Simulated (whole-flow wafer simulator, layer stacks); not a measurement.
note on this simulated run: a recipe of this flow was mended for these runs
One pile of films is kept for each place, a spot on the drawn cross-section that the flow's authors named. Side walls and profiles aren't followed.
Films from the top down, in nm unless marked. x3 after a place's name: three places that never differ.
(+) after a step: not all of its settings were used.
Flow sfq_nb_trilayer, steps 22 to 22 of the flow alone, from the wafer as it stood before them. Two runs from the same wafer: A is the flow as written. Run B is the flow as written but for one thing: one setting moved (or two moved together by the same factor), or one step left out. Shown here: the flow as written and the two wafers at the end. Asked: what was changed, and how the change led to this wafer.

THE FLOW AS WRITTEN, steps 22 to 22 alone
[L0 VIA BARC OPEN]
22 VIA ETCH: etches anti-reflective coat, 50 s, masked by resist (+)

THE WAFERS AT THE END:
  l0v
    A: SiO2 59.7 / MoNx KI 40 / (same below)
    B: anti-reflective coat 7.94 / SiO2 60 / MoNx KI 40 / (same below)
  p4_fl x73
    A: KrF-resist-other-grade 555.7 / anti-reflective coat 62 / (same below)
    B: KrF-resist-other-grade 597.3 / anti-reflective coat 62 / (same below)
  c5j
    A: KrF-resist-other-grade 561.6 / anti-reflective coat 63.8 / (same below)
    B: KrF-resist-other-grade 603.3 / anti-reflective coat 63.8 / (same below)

The cause: step 22, VIA ETCH: 20 s was run, where the flow has 50 s.

How the change led to this, step by step:
  22 VIA ETCH: etches anti-reflective coat, 50 s, masked by resist (+)
      l0v: A anti-reflective coat -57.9 (all of it), SiO2 -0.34 | B anti-reflective coat -50
      field_l, v_sur, via_wl and 102 more: A KrF-resist-other-grade -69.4 | B KrF-resist-other-grade -27.8
